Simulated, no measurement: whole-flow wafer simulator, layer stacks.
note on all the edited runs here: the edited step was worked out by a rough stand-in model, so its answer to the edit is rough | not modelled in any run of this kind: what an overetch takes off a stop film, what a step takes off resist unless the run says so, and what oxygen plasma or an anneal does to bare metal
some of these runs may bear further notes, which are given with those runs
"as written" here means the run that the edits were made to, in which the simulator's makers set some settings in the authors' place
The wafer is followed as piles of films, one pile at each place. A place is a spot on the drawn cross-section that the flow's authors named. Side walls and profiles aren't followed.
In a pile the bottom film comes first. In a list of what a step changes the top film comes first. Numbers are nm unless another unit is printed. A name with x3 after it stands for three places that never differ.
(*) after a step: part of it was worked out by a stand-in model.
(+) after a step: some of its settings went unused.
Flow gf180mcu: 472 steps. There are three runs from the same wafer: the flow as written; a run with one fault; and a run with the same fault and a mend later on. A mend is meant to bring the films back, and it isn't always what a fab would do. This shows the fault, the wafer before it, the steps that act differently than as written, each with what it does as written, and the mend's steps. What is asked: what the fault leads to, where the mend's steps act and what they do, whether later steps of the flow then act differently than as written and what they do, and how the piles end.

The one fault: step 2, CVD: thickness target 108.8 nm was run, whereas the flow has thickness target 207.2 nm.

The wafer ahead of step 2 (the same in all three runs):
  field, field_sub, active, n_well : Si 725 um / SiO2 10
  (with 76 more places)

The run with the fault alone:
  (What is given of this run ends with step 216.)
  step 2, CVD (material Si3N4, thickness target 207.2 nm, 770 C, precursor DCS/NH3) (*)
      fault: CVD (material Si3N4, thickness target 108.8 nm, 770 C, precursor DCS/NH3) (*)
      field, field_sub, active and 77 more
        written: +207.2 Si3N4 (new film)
        fault: +108.8 Si3N4 (new film)
  Later steps of the flow acting differently than as written (8 more steps, not shown, differ only slightly: by at most 2% or 0.5 nm, whichever is larger):
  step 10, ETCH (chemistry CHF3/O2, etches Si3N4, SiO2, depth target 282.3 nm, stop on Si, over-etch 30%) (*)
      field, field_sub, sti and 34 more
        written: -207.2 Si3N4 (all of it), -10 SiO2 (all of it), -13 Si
        fault: -108.8 Si3N4 (all of it), -10 SiO2 (all of it), -32.7 Si
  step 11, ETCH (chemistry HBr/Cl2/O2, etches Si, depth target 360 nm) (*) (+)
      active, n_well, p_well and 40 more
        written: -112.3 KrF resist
        fault: -105.8 KrF resist
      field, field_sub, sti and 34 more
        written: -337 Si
        fault: -317.3 Si
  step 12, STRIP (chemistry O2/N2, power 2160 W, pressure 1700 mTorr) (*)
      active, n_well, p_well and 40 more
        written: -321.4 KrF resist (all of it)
        fault: -328 KrF resist (all of it)
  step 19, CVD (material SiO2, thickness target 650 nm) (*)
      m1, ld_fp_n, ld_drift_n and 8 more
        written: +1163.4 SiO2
        fault: +1065 SiO2
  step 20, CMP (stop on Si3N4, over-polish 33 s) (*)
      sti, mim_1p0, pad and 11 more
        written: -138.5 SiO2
        fault: -236.9 SiO2
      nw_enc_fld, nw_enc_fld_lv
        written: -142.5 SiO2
        fault: -240.9 SiO2
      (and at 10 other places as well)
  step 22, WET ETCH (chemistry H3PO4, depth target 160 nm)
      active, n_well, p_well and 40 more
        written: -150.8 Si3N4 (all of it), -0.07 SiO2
        fault: -52.4 Si3N4 (all of it), -0.84 SiO2
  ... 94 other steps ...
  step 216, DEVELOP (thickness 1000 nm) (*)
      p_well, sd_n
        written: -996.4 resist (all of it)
        fault: -901 resist (all of it)
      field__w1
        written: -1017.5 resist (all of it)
        fault: -1064.8 resist (all of it)
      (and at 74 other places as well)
  After step 216, at field, field__w1, field__w2 and 68 more, the piles differ from the flow's by more than 2% or 0.5 nm, whichever is larger.
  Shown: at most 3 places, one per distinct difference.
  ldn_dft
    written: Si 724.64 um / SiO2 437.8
    fault: Si 724.63 um / SiO2 293.4 / Si3N4 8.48 / SiO2 50
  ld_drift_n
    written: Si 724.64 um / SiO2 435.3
    fault: Si 724.63 um / SiO2 291.7 / Si3N4 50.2 / SiO2 30.2
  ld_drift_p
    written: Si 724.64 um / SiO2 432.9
    fault: Si 724.63 um / SiO2 291.8 / Si3N4 50 / SiO2 30.2

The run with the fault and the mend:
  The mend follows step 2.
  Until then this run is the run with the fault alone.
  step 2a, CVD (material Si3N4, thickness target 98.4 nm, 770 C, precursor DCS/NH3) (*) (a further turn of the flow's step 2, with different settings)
      field, field_sub, active and 77 more
        +98.4 Si3N4
  Later steps of the flow that are run all act as written at every place that is followed.
  At every place that both follow, the piles at the end match the flow's.
